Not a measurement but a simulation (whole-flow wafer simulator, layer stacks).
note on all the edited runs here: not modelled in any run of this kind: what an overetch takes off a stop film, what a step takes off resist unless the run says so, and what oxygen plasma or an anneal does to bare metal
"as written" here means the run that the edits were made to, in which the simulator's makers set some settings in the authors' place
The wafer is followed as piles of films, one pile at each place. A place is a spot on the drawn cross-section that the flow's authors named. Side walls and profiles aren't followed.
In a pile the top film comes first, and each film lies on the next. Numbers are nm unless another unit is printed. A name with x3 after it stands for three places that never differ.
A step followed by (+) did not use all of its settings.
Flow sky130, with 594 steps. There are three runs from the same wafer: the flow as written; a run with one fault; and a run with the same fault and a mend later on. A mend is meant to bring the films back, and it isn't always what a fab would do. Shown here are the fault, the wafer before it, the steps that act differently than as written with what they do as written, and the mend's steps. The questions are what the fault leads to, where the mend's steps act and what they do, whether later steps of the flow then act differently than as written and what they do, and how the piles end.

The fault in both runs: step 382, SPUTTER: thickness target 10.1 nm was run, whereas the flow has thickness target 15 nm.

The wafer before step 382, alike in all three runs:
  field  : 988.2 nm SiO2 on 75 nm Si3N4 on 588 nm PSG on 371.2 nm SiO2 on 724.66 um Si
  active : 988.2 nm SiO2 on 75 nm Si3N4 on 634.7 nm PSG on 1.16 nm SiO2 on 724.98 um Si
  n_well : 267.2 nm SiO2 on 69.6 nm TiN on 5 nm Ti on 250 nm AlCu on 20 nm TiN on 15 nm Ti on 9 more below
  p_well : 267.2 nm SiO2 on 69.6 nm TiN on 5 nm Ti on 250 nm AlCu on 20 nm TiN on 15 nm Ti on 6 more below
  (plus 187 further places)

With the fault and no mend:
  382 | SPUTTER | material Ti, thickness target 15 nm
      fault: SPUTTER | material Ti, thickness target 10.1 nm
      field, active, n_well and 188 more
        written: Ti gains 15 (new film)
        fault: Ti gains 10.1 (new film)
  Later steps of the flow acting differently than as written (11 more steps, not shown, differ only slightly: by at most 2% or 0.5 nm, whichever is larger):
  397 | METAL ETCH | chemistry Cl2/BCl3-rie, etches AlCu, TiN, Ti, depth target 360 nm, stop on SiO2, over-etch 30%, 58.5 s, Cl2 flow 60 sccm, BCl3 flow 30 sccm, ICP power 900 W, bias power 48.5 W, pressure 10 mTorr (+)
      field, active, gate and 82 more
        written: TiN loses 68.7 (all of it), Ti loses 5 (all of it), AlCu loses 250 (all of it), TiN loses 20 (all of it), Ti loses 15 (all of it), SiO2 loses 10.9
        fault: TiN loses 68.7 (all of it), Ti loses 5 (all of it), AlCu loses 250 (all of it), TiN loses 20 (all of it), Ti loses 10.1 (all of it), SiO2 loses 11.4
  The piles end different from the flow's at n_well, p_well, gate_hv and 103 more by more than 2% or 0.5 nm, whichever is larger.
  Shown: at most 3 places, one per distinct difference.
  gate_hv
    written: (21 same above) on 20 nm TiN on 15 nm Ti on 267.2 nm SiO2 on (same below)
    fault: (21 same above) on 20 nm TiN on 10.1 nm Ti on 267.2 nm SiO2 on (same below)
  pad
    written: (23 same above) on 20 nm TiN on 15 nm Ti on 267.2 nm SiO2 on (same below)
    fault: (23 same above) on 20 nm TiN on 10.1 nm Ti on 267.2 nm SiO2 on (same below)
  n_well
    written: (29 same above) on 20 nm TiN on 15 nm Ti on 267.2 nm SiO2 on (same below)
    fault: (29 same above) on 20 nm TiN on 10.1 nm Ti on 267.2 nm SiO2 on (same below)

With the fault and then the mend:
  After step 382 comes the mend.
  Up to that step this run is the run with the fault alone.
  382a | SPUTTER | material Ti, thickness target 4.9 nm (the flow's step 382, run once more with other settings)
      field, active, n_well and 188 more
        Ti gains 4.9
  None of the later steps of the flow acts differently than as written at any place that is followed.
  At every place that both follow, the piles at the end match the flow's.
